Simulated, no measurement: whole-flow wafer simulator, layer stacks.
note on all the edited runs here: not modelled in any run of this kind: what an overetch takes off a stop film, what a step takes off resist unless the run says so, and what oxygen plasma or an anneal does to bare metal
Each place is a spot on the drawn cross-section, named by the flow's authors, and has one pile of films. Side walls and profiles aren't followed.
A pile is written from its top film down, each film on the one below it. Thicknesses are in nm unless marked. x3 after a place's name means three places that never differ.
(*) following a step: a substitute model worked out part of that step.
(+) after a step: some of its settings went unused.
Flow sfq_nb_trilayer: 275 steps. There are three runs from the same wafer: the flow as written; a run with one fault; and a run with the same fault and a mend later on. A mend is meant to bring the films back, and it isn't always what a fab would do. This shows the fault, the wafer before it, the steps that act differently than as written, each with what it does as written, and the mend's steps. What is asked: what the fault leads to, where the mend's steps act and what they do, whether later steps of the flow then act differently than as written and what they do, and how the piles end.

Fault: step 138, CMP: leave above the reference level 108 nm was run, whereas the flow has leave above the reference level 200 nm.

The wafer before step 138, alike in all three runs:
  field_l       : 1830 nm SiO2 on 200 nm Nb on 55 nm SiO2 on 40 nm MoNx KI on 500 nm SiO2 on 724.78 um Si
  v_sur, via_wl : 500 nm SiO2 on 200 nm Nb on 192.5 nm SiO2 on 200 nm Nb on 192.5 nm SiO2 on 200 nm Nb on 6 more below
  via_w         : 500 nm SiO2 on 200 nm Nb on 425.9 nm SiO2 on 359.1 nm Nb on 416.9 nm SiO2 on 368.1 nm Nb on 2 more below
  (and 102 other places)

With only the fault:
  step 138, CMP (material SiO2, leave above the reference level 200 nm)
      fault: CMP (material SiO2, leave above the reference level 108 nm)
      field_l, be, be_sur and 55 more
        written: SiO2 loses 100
        fault: SiO2 loses 192
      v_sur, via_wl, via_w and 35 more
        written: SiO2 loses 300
        fault: SiO2 loses 392
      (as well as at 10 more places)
  Later steps of the flow acting differently than as written (4 more steps, not shown, differ only slightly: by at most 2% or 0.5 nm, whichever is larger):
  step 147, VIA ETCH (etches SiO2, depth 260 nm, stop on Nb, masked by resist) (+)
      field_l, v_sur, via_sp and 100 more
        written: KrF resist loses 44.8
        fault: KrF resist loses 27.9
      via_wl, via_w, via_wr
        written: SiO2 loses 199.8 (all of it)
        fault: SiO2 loses 107.8 (all of it)
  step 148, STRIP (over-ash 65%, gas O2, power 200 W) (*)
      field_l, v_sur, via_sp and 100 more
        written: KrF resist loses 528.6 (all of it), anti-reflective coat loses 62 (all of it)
        fault: KrF resist loses 545.5 (all of it), anti-reflective coat loses 62 (all of it)
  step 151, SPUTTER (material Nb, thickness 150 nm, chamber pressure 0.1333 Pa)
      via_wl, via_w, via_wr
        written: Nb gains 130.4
        fault: Nb gains 141.2
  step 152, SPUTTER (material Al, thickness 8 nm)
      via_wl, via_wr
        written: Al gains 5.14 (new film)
        fault: Al gains 6.23 (new film)
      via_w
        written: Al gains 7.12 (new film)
        fault: Al gains 7.85 (new film)
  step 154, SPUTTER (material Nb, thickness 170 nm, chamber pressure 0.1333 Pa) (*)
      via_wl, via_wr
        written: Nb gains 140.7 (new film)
        fault: Nb gains 128.1 (new film)
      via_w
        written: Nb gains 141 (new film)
        fault: Nb gains 167.4 (new film)
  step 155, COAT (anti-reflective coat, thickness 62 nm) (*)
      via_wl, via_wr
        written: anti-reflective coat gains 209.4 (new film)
        fault: anti-reflective coat gains 168.9 (new film)
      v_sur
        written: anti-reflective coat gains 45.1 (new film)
        fault: anti-reflective coat gains 49.8 (new film)
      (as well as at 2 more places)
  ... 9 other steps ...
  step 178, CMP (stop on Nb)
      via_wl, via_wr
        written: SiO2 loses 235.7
        fault: SiO2 loses 338.2
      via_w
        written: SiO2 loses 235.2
        fault: SiO2 loses 337.8
  At field_l, v_sur, via_wl and 103 more, the piles at the end differ from the flow's by more than 2% or 0.5 nm, whichever is larger.
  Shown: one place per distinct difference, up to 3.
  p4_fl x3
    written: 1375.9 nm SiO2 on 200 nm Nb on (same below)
    fault: 1283.9 nm SiO2 on 200 nm Nb on (same below)
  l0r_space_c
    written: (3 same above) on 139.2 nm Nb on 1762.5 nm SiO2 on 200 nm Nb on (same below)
    fault: (3 same above) on 139.2 nm Nb on 1670.5 nm SiO2 on 200 nm Nb on (same below)
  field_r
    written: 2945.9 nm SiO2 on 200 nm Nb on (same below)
    fault: 2853.9 nm SiO2 on 200 nm Nb on (same below)

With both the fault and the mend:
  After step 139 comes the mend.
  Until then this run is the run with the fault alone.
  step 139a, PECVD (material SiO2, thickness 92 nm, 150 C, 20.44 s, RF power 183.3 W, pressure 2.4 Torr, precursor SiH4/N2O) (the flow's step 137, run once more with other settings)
      field_l, v_sur, via_wl and 103 more
        SiO2 gains 92
  Every later step of the flow that is run acts as written, at every place that is followed, to within 2% or 0.5 nm, whichever is larger.
  The piles end the same as the flow's at every place that both follow.
